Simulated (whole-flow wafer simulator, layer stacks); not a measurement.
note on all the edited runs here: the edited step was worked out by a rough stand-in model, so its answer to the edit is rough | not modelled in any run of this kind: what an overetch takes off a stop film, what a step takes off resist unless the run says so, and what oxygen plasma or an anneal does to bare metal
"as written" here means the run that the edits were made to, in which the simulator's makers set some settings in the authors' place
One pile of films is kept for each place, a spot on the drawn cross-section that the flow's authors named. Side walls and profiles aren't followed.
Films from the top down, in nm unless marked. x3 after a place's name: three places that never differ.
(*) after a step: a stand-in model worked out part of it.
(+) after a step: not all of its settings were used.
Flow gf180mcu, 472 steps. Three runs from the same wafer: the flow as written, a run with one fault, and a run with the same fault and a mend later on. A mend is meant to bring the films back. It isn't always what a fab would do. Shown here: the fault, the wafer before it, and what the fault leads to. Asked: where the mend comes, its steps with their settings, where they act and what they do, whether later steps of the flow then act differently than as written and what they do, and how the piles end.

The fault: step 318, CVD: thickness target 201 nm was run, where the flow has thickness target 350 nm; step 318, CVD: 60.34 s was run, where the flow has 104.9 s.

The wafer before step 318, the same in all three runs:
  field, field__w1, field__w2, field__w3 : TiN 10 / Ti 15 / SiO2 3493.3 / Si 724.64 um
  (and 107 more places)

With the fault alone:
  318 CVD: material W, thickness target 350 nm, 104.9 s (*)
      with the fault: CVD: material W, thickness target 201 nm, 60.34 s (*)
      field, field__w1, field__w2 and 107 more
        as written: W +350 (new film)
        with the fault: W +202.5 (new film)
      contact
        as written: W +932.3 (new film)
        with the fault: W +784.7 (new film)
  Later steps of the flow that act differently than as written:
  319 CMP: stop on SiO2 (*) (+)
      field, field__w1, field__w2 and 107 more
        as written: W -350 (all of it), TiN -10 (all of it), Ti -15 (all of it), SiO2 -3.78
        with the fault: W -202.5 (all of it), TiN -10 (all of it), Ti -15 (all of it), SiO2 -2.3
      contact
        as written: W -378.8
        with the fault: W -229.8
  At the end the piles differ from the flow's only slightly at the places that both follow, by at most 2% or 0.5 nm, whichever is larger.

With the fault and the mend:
  The mend comes after step 318.
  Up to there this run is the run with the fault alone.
  318a CVD: material W, thickness target 149 nm, 44.68 s (the flow's step 318 once more, with other settings)
      field, field__w1, field__w2 and 108 more
        W +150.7
  No later step of the flow acts differently than as written, at any place that is followed, by more than 2% or 0.5 nm, whichever is larger.
  At the end the piles differ from the flow's only slightly at the places that both follow, by at most 2% or 0.5 nm, whichever is larger.
